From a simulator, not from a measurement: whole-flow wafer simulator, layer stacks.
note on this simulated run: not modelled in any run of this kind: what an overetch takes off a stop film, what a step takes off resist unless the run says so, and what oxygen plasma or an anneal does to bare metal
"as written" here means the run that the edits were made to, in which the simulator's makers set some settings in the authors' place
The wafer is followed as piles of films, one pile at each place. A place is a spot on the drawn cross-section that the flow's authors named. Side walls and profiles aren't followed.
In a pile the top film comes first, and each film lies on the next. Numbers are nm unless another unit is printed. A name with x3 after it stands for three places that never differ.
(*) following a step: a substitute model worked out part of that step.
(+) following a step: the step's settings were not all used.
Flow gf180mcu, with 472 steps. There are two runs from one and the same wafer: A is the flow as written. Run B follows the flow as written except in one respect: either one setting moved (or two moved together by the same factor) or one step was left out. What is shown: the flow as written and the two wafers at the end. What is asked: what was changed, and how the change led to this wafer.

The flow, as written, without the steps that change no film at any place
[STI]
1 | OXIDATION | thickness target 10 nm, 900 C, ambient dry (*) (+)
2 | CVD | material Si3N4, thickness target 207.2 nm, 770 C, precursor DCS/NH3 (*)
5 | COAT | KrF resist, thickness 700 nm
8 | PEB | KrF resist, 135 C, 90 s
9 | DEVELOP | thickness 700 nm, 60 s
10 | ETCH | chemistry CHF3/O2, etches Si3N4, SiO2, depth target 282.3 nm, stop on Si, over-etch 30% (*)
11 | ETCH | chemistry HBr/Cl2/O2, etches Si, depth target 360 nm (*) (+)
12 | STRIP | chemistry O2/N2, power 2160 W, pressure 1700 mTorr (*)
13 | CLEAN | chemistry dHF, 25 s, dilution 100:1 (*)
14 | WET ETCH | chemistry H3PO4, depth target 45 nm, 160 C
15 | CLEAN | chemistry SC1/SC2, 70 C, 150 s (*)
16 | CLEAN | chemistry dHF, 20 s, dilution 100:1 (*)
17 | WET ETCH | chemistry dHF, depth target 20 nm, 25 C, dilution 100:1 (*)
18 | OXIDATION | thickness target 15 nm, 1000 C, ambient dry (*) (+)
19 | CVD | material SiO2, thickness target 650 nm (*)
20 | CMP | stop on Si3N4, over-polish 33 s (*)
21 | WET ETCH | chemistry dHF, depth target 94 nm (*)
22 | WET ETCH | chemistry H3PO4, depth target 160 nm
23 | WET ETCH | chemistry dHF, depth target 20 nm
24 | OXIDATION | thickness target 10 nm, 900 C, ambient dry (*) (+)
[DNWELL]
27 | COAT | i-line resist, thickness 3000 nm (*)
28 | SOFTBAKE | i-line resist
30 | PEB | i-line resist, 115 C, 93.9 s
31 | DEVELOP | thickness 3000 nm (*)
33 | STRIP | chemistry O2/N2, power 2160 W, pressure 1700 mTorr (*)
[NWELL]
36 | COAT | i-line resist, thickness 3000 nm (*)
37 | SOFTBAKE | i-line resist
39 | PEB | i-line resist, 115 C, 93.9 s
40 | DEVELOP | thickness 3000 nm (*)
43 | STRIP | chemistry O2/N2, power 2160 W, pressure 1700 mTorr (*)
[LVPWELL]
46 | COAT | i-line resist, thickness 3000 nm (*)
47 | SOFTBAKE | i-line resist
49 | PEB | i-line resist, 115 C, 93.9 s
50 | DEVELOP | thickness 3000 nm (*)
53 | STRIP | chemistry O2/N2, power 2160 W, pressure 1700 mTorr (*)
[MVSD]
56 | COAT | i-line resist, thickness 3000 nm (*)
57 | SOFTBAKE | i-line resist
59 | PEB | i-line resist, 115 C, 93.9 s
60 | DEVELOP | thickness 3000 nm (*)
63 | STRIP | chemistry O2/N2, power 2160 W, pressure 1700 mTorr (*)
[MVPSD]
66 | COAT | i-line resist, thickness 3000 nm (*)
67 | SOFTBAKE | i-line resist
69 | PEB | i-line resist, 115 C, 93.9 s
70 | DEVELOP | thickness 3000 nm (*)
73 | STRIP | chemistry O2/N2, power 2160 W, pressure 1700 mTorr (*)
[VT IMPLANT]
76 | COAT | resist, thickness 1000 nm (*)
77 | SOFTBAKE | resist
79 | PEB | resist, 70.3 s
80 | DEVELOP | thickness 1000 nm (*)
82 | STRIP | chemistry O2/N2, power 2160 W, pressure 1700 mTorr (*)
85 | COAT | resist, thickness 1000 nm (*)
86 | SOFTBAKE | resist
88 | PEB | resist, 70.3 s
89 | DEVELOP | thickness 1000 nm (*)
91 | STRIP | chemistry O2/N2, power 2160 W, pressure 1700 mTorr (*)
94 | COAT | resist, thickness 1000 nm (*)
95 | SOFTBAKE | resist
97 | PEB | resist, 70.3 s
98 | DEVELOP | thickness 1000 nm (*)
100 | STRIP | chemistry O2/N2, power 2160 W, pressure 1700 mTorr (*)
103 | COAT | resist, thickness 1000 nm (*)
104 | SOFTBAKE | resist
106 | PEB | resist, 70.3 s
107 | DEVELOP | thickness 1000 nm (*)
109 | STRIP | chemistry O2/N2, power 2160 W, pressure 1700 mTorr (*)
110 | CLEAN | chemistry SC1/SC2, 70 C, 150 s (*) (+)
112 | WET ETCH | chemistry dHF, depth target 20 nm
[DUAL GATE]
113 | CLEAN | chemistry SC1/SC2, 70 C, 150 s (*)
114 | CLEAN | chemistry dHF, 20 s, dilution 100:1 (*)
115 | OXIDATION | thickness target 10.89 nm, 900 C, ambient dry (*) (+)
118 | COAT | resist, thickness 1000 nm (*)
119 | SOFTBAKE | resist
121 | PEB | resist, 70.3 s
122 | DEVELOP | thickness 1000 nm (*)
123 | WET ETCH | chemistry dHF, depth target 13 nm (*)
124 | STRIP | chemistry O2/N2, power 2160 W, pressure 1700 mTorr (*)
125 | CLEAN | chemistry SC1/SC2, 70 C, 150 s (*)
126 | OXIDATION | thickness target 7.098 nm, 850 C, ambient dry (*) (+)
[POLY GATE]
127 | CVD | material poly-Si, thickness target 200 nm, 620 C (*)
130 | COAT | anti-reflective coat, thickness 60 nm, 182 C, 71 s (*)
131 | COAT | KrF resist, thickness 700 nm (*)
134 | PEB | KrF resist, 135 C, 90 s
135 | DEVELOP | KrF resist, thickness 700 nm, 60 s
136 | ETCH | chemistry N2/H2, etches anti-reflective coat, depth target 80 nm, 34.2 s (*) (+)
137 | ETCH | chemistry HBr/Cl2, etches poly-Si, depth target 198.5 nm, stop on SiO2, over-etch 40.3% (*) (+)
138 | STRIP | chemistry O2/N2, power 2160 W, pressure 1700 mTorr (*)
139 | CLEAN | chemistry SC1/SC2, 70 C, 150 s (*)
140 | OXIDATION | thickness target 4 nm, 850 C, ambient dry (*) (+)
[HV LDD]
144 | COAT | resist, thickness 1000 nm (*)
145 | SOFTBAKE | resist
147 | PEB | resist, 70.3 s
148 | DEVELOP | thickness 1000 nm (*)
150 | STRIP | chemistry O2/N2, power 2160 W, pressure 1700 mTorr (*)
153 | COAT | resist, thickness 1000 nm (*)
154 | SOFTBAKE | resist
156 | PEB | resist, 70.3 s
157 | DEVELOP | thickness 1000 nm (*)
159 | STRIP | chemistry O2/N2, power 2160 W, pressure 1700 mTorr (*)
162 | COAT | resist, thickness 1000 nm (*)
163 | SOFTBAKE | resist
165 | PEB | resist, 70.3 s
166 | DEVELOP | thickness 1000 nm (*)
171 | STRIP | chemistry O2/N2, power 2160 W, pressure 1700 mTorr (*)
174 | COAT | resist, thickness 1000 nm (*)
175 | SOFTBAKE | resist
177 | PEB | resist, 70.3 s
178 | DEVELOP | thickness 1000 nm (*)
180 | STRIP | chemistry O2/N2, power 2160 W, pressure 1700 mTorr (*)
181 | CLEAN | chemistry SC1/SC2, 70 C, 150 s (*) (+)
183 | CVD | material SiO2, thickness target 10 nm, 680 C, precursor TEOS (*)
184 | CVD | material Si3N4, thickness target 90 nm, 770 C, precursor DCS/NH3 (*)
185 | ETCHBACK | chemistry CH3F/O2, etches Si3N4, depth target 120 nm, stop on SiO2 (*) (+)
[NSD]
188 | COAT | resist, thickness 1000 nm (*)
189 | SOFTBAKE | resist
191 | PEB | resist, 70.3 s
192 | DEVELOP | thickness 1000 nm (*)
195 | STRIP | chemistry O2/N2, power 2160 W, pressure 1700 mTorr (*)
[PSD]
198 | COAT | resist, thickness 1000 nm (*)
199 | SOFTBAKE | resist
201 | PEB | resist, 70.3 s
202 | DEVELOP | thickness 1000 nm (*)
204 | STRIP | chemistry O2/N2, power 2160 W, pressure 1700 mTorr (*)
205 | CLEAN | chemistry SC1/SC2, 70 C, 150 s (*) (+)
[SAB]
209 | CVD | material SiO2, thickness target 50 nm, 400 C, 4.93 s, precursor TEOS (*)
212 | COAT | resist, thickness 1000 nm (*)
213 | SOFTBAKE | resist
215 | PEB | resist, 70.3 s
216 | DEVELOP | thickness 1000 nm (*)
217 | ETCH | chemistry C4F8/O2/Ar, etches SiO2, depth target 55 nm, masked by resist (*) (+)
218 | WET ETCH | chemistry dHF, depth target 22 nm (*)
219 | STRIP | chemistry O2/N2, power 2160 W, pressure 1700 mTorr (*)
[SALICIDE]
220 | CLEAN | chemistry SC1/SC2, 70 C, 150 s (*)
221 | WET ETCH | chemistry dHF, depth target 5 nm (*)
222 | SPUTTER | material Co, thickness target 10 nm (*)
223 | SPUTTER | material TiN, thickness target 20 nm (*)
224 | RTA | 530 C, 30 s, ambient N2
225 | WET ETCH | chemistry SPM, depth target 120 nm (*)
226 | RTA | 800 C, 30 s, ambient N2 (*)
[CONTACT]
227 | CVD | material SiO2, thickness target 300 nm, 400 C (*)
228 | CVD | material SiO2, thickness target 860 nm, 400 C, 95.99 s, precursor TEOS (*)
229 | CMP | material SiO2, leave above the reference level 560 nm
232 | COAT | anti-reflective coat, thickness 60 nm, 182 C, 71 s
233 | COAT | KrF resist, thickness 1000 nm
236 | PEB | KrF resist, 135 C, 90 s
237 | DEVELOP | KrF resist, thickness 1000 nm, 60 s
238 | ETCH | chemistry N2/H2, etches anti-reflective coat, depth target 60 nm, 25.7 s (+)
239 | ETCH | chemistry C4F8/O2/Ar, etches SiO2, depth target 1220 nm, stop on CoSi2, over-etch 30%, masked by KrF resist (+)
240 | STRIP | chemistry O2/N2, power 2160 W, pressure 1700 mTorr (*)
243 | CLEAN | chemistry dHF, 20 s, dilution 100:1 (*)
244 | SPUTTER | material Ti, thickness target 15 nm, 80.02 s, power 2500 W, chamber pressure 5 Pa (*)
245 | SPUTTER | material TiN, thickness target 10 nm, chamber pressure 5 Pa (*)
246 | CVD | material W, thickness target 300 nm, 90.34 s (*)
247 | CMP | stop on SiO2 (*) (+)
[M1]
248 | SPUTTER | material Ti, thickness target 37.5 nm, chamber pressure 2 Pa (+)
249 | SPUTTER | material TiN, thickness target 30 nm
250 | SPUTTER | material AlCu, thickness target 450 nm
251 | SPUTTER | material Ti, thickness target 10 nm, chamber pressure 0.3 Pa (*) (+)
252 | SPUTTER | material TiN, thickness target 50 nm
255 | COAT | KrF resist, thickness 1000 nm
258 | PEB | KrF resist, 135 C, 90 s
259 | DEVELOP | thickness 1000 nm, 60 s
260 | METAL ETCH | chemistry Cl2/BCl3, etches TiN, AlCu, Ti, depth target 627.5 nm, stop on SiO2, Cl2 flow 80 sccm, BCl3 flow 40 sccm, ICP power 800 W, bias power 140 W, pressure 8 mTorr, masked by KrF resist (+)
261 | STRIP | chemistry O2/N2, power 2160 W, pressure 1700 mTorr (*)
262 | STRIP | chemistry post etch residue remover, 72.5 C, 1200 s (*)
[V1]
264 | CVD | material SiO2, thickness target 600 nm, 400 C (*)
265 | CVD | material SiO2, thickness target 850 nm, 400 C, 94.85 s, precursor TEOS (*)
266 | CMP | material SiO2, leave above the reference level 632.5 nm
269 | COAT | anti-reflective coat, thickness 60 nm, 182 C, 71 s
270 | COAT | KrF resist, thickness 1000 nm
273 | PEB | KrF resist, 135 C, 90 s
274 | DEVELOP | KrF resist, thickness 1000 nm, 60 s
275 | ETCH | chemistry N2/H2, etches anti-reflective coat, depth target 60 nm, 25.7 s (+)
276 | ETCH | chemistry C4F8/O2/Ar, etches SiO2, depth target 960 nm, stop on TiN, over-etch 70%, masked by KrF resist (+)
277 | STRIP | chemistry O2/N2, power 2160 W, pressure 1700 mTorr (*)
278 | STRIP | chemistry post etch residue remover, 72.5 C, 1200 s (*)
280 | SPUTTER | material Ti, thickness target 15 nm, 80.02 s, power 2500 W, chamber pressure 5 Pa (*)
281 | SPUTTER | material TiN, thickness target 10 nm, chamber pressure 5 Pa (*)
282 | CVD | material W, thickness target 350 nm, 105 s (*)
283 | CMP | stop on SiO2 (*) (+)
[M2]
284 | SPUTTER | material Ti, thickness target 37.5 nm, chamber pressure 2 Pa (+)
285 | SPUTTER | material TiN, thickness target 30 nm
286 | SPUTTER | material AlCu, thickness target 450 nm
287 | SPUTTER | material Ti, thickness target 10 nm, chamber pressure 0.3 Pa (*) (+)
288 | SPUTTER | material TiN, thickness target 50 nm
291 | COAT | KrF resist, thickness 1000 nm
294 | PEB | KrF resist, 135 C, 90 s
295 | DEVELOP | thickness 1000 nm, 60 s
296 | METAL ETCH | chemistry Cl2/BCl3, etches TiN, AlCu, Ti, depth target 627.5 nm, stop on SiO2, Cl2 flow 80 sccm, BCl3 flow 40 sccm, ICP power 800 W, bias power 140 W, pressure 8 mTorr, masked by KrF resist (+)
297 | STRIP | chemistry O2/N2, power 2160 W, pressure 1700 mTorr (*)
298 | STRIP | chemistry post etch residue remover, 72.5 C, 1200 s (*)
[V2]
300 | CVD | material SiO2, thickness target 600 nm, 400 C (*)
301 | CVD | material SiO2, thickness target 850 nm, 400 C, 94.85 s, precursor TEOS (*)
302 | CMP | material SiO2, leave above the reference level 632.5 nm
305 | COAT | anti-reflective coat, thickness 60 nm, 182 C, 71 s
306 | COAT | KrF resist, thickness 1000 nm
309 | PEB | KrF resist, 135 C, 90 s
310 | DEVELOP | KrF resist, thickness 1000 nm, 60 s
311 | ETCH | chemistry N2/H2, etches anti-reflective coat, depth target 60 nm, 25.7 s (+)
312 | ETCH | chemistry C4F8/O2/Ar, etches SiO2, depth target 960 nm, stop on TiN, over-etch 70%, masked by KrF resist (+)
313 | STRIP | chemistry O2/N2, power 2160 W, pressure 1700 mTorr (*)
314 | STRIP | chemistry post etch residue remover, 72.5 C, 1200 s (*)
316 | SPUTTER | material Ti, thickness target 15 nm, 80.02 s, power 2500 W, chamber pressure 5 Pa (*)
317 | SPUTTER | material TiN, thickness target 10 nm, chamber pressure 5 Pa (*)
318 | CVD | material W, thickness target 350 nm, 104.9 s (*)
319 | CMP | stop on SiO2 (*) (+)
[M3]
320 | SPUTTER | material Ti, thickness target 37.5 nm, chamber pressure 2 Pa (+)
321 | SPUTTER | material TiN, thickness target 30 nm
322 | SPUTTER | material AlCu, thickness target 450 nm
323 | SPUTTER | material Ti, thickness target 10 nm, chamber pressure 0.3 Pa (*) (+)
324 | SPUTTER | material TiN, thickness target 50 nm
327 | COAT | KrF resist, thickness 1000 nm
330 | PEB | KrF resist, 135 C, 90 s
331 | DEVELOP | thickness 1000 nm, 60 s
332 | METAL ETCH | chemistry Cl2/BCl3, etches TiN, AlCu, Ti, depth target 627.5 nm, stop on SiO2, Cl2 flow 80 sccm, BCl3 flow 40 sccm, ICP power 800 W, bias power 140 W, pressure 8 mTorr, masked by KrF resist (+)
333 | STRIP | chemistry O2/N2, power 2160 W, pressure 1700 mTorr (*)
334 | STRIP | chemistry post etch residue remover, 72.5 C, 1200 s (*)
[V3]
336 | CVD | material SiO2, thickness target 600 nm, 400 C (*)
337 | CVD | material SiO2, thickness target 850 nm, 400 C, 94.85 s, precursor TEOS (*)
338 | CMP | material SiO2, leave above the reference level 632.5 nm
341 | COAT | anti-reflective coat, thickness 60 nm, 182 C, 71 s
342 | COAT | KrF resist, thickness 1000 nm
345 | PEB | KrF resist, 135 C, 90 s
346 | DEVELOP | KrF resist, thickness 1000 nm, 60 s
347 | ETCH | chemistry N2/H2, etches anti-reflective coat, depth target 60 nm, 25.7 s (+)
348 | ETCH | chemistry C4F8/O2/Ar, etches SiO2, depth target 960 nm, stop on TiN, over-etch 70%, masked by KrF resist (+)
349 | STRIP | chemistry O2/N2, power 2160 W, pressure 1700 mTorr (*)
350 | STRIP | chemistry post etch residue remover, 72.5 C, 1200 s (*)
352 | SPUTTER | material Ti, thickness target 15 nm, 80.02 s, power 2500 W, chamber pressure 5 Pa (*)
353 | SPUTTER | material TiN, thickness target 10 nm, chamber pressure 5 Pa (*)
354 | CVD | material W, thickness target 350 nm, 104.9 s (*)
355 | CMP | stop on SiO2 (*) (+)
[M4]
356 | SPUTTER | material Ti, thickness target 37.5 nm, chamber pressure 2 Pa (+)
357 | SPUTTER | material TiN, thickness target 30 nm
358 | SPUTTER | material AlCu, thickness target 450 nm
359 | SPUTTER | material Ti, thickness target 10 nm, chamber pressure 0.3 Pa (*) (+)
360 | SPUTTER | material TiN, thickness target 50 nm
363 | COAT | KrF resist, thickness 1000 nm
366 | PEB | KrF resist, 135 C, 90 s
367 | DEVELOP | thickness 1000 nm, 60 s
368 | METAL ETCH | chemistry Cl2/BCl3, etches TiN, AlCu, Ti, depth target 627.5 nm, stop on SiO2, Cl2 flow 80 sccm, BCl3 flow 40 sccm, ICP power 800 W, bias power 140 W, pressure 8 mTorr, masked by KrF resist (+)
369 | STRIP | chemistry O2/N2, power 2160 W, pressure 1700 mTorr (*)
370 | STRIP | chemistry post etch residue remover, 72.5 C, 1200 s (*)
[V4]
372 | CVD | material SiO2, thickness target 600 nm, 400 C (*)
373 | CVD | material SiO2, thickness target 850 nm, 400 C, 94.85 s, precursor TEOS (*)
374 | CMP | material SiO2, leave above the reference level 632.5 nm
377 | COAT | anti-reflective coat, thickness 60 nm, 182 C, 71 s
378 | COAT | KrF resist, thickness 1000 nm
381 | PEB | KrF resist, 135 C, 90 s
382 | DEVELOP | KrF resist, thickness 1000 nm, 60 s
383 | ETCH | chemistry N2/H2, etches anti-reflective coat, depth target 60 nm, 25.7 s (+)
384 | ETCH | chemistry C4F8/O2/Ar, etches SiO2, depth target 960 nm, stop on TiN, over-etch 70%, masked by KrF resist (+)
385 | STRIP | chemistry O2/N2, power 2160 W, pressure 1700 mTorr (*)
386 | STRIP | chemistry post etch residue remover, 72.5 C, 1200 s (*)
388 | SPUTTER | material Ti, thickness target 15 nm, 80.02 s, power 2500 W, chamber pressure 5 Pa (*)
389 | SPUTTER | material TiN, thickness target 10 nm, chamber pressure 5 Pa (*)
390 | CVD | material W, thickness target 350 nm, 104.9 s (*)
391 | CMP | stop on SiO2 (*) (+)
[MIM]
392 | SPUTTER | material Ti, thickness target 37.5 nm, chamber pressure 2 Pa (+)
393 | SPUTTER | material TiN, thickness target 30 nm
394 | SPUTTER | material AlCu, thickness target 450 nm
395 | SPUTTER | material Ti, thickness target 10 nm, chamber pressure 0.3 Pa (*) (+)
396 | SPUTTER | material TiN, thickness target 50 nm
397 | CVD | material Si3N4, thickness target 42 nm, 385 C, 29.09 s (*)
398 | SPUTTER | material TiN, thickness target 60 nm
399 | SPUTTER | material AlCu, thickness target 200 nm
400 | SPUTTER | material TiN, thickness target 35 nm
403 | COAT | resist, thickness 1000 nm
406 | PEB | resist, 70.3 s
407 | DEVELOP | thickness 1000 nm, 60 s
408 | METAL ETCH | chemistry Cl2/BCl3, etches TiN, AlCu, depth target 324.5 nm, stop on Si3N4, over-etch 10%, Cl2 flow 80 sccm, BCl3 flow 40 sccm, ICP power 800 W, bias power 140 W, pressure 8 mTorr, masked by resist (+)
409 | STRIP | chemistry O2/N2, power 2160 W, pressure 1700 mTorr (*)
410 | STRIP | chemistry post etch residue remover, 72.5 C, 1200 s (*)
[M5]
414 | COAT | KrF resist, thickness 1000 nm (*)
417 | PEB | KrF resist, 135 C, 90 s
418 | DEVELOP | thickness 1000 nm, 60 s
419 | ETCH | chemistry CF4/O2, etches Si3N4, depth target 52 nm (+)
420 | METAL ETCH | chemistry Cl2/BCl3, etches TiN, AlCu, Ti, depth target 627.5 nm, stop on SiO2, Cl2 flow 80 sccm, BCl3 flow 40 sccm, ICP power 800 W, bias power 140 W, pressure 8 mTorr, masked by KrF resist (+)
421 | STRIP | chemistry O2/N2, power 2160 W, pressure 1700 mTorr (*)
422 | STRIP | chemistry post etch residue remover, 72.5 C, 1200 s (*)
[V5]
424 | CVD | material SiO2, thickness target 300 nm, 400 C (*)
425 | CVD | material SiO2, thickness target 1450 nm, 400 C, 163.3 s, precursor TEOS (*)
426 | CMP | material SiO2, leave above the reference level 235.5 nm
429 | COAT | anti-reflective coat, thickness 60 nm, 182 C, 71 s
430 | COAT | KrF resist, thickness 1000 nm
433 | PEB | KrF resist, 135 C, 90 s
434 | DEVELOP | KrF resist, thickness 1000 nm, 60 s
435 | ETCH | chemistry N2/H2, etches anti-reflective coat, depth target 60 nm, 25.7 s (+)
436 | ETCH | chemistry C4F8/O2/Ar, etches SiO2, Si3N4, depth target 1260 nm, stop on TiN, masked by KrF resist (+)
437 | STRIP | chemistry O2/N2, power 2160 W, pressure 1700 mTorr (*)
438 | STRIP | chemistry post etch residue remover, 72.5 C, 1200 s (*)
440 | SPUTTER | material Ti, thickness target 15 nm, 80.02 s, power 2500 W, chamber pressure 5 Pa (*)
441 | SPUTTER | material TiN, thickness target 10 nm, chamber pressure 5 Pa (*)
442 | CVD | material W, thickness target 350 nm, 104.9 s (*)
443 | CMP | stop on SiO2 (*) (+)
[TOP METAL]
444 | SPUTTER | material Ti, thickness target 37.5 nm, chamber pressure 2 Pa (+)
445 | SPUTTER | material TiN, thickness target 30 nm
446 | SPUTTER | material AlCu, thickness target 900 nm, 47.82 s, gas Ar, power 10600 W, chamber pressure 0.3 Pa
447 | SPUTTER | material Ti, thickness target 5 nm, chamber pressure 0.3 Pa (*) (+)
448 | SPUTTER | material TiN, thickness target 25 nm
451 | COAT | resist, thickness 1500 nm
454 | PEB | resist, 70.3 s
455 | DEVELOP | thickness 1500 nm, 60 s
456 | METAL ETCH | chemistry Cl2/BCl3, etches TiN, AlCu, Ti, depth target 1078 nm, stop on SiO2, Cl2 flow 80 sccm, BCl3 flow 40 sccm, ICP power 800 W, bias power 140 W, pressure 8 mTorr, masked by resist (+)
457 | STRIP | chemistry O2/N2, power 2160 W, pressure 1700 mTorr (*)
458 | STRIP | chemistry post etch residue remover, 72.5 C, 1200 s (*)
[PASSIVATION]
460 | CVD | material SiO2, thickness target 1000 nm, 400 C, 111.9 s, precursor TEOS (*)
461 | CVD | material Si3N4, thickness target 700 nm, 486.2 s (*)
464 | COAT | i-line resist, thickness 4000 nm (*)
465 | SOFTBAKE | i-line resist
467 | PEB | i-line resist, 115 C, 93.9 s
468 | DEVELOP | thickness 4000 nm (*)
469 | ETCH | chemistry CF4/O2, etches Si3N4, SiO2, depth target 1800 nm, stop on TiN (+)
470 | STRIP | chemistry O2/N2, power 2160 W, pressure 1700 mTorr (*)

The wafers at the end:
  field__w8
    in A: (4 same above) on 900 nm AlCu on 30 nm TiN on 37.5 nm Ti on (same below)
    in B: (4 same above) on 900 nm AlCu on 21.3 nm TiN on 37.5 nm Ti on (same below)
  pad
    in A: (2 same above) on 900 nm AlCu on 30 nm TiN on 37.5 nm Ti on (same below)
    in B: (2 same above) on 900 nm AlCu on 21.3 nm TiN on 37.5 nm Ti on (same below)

The reason: step 445, SPUTTER: thickness target 21.3 nm was run, while the flow as written has thickness target 30 nm.
One can read it off the wafer: field__w8 has TiN 21.3, and step 445 as written asks for 30 nm.

How this came from the change, step by step:
  445 | SPUTTER | material TiN, thickness target 30 nm
      field, field__w1, field__w2 and 109 more: A +30 TiN (new film) | B +21.3 TiN (new film)
  456 | METAL ETCH | chemistry Cl2/BCl3, etches TiN, AlCu, Ti, depth target 1078 nm, stop on SiO2, Cl2 flow 80 sccm, BCl3 flow 40 sccm, ICP power 800 W, bias power 140 W, pressure 8 mTorr, masked by resist (+)
      field, field__w1, field__w2 and 103 more: A -25 TiN (all of it), -5 Ti (all of it), -900 AlCu (all of it), -30 TiN (all of it), -37.5 Ti (all of it) | B -25 TiN (all of it), -5 Ti (all of it), -900 AlCu (all of it), -21.3 TiN (all of it), -37.5 Ti (all of it)
